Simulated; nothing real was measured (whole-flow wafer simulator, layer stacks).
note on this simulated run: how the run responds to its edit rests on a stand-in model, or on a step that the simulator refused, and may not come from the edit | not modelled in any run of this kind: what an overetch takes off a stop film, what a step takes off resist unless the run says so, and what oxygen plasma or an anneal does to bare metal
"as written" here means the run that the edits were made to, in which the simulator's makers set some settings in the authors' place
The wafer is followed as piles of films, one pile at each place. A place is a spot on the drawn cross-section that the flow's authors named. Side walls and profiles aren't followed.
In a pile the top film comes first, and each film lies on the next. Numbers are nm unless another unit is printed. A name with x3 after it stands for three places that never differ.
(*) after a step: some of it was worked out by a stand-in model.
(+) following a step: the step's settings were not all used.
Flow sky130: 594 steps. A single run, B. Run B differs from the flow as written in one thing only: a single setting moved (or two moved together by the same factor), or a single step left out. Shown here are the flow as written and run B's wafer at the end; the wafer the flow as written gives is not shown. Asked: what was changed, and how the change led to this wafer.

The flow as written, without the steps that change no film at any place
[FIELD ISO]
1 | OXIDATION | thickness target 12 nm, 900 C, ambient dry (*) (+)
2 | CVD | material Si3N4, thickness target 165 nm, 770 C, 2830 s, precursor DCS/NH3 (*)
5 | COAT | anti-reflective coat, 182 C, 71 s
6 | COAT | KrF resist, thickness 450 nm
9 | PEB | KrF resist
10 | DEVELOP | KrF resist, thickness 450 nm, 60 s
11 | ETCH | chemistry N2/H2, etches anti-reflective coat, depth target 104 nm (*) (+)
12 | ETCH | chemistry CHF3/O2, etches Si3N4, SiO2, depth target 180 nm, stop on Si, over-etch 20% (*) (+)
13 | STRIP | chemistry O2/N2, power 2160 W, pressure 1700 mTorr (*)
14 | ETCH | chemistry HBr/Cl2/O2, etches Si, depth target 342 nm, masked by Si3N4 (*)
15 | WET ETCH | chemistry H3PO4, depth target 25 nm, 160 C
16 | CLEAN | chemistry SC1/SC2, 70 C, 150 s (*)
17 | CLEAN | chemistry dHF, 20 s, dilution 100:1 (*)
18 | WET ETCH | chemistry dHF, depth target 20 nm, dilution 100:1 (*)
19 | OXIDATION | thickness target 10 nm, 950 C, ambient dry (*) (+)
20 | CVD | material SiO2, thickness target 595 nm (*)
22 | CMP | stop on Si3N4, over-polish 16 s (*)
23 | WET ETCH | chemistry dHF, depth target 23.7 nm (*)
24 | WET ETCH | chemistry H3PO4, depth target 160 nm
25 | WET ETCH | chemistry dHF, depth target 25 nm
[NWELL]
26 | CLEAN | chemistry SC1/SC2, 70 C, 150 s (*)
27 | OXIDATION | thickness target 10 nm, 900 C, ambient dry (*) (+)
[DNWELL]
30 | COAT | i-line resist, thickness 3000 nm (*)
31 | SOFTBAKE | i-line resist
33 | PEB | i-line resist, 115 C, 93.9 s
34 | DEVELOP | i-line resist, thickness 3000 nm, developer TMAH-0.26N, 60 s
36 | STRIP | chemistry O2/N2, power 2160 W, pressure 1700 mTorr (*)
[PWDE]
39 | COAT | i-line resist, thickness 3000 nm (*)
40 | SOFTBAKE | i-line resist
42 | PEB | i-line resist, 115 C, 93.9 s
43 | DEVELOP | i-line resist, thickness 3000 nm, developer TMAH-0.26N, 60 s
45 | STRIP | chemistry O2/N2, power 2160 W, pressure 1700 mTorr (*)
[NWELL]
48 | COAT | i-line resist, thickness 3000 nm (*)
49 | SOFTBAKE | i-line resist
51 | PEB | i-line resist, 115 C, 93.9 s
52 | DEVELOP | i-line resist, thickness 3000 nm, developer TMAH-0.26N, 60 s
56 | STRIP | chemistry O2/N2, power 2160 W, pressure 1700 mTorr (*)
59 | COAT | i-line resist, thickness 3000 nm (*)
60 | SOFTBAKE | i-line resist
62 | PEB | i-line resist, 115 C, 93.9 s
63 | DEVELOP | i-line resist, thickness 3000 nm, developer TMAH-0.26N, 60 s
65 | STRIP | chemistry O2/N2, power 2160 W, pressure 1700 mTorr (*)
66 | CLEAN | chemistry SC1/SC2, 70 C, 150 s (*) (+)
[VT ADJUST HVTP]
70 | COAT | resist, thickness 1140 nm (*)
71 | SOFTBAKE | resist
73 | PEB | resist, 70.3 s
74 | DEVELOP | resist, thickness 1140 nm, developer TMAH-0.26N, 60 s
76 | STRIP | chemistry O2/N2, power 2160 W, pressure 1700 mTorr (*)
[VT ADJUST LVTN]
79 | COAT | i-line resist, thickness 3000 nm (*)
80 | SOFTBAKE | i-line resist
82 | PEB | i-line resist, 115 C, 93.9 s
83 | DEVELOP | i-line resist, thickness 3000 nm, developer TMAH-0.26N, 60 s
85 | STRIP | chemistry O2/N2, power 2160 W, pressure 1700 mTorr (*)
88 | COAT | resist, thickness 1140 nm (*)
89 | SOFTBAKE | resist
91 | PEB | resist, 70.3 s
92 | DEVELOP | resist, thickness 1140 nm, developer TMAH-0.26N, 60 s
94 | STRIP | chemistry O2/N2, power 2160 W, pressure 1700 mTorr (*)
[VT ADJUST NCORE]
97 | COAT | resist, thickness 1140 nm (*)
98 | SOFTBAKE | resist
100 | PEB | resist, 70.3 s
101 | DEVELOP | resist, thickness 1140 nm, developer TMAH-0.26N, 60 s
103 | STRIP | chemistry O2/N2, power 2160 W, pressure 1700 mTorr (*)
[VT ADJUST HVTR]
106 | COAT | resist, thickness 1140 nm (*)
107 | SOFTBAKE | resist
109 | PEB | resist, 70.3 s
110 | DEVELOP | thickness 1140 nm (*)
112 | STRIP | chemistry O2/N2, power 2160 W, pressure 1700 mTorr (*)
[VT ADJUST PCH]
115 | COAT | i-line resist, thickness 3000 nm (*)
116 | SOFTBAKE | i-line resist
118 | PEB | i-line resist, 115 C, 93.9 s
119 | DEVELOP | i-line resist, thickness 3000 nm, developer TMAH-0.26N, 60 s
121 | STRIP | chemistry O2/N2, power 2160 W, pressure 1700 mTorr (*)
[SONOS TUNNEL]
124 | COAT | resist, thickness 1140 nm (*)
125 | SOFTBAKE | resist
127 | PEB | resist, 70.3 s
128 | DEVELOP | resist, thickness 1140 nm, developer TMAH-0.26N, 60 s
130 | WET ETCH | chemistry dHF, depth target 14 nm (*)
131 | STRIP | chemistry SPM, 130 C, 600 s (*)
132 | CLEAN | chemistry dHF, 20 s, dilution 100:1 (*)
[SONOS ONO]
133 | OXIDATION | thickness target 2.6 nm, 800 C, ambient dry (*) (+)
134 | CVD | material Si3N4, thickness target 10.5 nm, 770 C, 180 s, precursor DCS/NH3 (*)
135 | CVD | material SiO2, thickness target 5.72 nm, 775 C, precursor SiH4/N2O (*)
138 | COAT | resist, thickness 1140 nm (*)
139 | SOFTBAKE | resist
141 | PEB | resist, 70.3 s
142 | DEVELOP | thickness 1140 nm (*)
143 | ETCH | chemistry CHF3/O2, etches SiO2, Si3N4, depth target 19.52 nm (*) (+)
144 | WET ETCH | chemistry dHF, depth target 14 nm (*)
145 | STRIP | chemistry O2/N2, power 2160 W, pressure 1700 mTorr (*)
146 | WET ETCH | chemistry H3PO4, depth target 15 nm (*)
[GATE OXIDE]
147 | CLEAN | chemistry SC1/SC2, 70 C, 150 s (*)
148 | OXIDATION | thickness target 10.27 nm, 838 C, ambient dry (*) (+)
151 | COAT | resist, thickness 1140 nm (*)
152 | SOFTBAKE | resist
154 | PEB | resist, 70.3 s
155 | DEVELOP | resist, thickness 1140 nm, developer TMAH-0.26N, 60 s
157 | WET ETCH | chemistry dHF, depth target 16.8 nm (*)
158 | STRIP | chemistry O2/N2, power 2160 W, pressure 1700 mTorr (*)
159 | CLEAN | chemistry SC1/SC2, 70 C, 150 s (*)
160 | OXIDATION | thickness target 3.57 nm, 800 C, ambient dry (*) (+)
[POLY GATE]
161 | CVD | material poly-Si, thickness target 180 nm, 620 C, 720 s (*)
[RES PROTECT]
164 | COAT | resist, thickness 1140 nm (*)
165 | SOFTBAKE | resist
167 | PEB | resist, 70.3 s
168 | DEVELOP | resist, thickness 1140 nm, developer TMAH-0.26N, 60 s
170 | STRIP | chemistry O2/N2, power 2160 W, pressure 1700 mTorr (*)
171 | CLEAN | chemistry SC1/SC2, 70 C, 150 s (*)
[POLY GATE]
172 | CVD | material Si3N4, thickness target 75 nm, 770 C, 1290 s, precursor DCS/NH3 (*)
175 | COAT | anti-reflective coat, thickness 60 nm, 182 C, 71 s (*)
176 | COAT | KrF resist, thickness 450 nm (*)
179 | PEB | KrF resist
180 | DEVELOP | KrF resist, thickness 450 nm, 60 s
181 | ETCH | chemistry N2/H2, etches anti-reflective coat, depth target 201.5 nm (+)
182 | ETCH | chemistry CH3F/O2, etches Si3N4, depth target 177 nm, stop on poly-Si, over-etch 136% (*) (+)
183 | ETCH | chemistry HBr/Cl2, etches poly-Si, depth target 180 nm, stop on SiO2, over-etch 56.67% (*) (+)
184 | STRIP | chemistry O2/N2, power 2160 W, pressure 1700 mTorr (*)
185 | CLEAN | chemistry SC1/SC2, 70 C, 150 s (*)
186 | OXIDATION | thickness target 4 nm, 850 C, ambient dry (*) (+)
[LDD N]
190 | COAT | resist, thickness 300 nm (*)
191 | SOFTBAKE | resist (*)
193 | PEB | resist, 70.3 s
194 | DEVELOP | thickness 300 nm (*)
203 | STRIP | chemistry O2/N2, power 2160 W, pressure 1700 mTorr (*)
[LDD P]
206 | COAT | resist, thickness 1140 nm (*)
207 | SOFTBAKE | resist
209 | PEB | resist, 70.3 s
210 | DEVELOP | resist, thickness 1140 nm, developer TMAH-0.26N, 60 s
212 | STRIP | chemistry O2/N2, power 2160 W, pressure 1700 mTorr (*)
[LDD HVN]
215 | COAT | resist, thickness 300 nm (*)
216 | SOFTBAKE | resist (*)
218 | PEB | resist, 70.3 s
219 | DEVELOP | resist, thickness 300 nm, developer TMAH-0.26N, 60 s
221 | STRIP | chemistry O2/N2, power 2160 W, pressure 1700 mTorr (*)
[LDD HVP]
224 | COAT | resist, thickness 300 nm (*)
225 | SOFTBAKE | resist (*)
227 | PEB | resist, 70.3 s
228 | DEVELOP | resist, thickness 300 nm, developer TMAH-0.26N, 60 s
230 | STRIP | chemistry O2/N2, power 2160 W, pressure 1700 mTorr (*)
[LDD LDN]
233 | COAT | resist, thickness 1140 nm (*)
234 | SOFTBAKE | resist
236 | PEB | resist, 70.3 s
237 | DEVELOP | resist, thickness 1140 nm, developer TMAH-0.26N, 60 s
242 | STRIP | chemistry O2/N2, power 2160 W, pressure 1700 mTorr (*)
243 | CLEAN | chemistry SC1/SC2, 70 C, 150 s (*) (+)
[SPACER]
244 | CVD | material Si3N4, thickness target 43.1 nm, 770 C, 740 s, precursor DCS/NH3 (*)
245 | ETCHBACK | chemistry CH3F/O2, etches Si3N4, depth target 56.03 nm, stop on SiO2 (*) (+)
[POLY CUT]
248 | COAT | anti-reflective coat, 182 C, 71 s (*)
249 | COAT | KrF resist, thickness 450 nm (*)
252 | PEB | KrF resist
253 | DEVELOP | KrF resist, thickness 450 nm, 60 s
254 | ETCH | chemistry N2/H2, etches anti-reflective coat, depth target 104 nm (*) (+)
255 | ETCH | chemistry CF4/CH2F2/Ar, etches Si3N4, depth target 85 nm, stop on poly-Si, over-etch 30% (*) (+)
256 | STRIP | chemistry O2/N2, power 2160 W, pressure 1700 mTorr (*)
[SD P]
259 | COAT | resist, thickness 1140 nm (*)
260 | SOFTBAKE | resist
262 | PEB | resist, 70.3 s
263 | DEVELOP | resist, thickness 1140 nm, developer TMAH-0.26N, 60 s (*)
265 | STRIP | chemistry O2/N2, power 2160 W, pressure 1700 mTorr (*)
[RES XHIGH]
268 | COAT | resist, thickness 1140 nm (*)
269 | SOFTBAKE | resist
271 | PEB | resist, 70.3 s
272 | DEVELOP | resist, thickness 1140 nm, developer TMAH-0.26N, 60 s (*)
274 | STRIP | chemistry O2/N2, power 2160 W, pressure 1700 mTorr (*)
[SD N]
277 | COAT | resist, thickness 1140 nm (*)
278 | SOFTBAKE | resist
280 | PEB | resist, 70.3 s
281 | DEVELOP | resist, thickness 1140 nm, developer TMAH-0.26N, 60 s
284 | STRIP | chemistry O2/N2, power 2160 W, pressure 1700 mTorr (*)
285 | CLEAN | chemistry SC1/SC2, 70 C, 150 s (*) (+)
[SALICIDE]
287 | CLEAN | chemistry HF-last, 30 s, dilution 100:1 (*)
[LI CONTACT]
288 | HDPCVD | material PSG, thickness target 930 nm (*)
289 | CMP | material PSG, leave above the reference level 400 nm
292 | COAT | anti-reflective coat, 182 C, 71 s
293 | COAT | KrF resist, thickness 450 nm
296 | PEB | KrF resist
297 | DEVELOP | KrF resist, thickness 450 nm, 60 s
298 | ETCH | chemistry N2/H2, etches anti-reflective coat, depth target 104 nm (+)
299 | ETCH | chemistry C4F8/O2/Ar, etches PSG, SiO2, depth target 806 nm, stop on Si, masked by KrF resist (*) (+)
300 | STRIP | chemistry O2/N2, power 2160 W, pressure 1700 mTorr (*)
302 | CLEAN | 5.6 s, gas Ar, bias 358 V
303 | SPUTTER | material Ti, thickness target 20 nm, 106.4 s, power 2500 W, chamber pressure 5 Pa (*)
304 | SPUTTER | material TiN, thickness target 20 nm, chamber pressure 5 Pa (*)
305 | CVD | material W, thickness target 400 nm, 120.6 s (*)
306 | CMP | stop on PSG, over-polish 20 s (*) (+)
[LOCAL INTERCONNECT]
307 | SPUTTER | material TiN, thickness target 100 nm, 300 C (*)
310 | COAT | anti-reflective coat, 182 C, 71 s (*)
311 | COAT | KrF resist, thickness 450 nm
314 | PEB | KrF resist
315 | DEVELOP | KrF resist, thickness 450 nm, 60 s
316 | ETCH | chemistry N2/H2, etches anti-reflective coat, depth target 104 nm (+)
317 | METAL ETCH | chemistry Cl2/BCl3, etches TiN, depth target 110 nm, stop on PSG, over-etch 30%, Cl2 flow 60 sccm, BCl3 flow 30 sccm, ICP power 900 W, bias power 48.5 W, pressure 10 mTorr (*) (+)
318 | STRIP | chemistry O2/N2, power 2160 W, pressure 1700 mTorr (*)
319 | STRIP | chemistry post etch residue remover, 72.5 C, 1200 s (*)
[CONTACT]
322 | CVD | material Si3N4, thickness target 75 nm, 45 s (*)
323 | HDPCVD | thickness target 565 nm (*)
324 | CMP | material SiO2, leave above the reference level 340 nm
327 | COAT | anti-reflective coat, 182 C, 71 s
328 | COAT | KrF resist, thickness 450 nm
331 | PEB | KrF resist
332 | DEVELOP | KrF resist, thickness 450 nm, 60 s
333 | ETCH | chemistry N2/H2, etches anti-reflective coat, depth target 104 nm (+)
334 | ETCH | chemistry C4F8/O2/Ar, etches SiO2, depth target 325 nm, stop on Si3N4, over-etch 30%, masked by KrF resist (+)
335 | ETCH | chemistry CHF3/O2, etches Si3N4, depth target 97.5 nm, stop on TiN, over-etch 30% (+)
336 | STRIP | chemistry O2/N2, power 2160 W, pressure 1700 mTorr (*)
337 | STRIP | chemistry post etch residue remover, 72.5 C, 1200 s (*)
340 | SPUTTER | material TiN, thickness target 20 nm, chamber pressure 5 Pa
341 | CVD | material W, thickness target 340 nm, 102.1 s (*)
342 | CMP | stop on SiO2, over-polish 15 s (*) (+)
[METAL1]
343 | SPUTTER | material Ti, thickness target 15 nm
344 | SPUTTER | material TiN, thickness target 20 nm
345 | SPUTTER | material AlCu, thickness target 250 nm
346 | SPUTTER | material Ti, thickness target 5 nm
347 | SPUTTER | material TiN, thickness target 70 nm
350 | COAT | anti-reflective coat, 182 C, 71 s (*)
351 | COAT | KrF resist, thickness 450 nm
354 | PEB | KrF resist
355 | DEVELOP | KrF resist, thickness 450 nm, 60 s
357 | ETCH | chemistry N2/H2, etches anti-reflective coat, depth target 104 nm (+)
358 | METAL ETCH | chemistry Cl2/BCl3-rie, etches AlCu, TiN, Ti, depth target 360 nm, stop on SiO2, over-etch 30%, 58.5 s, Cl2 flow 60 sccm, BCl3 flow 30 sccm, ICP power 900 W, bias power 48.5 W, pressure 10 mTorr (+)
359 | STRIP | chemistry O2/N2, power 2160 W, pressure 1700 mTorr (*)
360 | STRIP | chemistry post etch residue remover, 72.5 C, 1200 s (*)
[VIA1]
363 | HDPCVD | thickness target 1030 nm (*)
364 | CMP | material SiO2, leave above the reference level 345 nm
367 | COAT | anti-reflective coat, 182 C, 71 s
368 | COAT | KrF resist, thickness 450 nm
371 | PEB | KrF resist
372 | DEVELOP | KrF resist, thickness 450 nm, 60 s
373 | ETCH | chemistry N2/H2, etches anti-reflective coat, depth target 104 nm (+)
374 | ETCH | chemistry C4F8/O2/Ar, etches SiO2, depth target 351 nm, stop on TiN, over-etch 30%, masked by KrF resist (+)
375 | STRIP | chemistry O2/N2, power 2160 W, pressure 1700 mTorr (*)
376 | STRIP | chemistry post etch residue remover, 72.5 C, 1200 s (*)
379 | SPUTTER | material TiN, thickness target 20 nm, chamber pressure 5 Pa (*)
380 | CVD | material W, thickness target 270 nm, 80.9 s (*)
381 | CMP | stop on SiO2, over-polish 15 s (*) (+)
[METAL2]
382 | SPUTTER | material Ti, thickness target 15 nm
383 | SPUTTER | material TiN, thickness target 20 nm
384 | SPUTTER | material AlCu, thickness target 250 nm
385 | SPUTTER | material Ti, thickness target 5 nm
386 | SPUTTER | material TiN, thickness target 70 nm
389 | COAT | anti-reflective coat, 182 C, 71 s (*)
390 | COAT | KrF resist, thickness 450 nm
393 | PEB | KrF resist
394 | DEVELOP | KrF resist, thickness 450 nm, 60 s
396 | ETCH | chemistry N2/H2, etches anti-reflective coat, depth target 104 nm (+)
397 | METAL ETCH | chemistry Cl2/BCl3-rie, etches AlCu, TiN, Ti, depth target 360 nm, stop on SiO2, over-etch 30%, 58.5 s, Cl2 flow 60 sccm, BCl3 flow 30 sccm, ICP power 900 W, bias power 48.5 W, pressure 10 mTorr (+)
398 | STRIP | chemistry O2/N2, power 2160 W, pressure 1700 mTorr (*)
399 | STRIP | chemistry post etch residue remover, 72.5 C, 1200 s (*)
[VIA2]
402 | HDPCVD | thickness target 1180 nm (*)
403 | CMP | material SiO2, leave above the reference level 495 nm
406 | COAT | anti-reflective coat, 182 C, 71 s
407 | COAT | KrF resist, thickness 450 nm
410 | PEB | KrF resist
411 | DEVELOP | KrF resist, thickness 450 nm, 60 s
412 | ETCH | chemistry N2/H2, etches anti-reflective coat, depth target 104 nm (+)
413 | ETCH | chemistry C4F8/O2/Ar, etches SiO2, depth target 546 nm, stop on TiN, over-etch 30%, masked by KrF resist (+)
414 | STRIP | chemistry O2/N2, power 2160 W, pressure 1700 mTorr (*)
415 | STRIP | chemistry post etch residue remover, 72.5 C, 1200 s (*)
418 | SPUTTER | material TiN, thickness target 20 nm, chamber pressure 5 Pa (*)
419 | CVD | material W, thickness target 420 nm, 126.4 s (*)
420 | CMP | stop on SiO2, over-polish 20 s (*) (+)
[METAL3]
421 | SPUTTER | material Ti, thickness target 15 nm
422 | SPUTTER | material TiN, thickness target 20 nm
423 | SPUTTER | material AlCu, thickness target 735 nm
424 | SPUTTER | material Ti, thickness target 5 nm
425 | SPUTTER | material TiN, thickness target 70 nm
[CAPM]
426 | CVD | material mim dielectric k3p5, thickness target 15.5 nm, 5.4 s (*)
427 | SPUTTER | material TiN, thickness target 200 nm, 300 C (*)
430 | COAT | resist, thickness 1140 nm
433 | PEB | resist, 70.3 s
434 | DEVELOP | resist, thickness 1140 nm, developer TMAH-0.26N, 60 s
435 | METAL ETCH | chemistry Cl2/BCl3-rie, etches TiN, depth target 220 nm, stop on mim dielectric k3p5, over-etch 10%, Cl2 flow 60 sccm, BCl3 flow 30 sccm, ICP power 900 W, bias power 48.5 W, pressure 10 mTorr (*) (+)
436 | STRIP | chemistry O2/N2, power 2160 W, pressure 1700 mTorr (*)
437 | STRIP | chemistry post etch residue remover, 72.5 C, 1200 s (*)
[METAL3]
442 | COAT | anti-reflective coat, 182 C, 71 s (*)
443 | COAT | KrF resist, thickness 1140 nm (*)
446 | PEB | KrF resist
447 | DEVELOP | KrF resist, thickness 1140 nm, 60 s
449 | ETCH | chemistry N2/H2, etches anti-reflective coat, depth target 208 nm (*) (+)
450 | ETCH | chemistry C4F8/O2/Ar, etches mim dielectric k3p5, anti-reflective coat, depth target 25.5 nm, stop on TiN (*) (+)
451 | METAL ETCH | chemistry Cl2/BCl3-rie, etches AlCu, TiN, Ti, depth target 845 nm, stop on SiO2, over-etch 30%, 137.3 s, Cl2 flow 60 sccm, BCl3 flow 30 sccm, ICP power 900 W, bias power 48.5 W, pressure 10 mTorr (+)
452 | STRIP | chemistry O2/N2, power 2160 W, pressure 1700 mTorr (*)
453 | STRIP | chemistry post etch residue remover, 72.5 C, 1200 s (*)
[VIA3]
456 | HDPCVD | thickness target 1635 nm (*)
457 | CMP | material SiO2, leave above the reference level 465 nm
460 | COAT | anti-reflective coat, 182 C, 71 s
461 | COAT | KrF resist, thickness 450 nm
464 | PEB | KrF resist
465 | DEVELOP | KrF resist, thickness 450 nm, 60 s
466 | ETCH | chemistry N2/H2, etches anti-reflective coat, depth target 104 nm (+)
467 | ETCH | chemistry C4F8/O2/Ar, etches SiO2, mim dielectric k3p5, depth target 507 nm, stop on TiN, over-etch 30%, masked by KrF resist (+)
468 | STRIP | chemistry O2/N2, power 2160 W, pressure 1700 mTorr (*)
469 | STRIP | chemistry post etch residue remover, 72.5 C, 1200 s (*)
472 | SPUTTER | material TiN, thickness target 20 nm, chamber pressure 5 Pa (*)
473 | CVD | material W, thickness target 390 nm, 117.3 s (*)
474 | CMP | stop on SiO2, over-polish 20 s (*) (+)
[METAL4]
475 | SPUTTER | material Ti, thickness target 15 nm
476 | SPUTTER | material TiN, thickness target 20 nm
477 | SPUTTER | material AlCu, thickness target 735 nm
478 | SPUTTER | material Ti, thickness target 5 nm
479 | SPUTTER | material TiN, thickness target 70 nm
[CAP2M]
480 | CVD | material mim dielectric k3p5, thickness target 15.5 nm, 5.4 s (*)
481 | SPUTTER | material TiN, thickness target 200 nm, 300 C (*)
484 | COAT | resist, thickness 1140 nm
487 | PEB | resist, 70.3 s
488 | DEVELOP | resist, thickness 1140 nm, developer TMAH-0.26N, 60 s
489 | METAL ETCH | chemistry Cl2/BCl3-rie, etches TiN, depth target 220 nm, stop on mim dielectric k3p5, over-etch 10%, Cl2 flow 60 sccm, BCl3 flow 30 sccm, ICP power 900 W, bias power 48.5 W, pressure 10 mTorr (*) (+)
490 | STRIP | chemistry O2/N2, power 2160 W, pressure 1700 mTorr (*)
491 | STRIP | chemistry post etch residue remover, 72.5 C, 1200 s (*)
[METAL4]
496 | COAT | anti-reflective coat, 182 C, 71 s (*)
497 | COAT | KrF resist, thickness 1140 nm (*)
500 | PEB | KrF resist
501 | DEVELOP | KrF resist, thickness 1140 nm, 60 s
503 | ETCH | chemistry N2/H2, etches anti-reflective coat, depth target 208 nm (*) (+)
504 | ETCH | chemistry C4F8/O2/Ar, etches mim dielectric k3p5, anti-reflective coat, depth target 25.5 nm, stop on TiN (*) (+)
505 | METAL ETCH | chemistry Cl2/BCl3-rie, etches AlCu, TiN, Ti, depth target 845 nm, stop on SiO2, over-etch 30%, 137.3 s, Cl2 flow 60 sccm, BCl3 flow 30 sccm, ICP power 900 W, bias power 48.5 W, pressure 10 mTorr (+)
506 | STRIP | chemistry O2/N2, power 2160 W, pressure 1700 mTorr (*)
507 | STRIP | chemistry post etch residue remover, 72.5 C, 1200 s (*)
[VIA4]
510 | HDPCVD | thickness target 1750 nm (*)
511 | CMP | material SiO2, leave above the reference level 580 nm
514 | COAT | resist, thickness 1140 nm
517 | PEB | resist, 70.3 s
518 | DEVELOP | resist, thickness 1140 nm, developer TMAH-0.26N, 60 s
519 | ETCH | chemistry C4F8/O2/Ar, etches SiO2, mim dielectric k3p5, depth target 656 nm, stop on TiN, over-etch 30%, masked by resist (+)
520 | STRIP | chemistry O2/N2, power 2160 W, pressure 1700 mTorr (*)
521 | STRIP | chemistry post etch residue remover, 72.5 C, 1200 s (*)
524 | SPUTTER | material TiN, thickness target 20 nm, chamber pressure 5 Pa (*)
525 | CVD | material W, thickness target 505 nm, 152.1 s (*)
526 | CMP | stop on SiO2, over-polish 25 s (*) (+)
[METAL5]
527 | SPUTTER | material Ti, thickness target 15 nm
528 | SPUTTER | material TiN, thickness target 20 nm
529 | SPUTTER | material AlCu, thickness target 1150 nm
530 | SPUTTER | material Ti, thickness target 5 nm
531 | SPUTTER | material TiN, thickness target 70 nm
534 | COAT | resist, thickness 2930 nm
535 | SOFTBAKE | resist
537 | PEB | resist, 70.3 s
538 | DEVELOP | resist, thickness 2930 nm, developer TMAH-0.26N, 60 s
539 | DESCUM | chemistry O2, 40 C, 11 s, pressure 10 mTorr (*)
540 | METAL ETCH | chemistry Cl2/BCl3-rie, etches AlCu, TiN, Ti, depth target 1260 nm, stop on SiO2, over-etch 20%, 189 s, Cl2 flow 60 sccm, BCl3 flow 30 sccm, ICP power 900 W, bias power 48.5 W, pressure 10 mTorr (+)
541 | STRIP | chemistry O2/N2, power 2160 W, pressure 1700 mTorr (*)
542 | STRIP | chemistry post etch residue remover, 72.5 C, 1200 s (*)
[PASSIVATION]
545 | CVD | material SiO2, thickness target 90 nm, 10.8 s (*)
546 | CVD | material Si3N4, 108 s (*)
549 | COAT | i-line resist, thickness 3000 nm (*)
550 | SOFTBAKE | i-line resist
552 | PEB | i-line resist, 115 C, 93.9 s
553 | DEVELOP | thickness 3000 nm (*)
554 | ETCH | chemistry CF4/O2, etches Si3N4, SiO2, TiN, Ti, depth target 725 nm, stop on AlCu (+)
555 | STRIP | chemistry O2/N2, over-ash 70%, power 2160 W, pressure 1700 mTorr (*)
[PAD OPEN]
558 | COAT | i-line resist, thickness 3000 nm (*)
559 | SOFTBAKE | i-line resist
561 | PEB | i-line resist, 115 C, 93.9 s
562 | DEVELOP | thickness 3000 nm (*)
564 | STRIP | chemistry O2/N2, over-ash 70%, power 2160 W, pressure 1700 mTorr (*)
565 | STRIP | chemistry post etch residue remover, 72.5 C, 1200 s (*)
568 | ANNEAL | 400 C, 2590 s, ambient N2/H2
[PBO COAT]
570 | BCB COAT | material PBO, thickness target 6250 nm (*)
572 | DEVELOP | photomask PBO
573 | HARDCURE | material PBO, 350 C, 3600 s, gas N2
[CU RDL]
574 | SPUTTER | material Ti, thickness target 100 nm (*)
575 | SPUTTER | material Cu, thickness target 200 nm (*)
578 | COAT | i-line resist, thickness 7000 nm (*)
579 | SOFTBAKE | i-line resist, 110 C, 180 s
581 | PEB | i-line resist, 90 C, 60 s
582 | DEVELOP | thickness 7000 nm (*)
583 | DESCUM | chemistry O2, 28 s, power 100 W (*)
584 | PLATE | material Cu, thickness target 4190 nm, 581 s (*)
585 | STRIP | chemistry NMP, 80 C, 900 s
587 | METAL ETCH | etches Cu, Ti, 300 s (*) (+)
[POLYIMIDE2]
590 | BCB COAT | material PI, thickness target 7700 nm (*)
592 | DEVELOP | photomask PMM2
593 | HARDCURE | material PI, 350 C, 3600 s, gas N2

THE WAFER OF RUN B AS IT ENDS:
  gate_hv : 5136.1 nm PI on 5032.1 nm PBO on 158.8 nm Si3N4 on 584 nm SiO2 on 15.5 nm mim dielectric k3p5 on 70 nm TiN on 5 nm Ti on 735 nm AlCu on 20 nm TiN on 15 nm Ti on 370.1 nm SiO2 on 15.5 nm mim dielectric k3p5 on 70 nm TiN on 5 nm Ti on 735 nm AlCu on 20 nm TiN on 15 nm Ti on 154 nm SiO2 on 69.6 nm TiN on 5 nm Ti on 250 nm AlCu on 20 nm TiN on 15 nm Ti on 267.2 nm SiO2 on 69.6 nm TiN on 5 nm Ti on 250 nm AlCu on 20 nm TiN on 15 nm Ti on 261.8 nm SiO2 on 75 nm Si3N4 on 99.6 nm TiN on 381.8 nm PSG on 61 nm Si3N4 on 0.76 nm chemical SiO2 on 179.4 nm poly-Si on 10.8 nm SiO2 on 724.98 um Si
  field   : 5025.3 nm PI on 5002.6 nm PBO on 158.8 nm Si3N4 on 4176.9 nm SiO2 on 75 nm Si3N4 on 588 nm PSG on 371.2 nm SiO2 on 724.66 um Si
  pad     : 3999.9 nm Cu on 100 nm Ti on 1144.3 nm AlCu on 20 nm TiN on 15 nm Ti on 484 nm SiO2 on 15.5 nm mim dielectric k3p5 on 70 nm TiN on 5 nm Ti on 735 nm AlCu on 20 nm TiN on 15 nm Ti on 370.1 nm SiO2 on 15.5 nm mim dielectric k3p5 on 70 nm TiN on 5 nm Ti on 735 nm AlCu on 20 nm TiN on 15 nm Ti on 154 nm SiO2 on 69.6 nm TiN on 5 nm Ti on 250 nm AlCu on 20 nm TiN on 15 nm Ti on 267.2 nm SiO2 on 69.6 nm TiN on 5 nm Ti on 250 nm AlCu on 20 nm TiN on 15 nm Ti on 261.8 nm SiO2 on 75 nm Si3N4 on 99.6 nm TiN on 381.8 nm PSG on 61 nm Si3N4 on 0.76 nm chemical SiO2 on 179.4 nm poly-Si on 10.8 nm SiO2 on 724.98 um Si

The reason: step 403, CMP: leave above the reference level 233 nm was run, though the flow has leave above the reference level 495 nm.

How this came from the change, step by step:
  403 | CMP | material SiO2, leave above the reference level 495 nm
      n_well, p_well, gate_hv and 101 more: SiO2 loses 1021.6 (it would be, as written: SiO2 loses 759.6)
      field, active, gate and 82 more: SiO2 loses 651.1 (it would be, as written: SiO2 loses 389.1)
      (as well as at 2 more places)
  413 | ETCH | chemistry C4F8/O2/Ar, etches SiO2, depth target 546 nm, stop on TiN, over-etch 30%, masked by KrF resist (+)
      field, active, n_well and 186 more: KrF resist loses 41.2 (it would be, as written: KrF resist loses 109.2)
      m1: SiO2 loses 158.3 (all of it) (it would be, as written: SiO2 loses 420.3 (all of it))
      (as well as at 1 more place)
  414 | STRIP | chemistry O2/N2, power 2160 W, pressure 1700 mTorr (*)
      field, active, n_well and 186 more: KrF resist loses 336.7 (all of it), anti-reflective coat loses 80 (all of it) (it would be, as written: KrF resist loses 268.6 (all of it), anti-reflective coat loses 80 (all of it))
  418 | SPUTTER | material TiN, thickness target 20 nm, chamber pressure 5 Pa (*)
      m1, via2_hole: TiN gains 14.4 (it would be, as written: TiN gains 10.2)
  419 | CVD | material W, thickness target 420 nm, 126.4 s (*)
      m1: W gains 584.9 (new film) (it would be, as written: W gains 851.1 (new film))
      via2_hole: W gains 584.4 (new film) (it would be, as written: W gains 850.7 (new film))
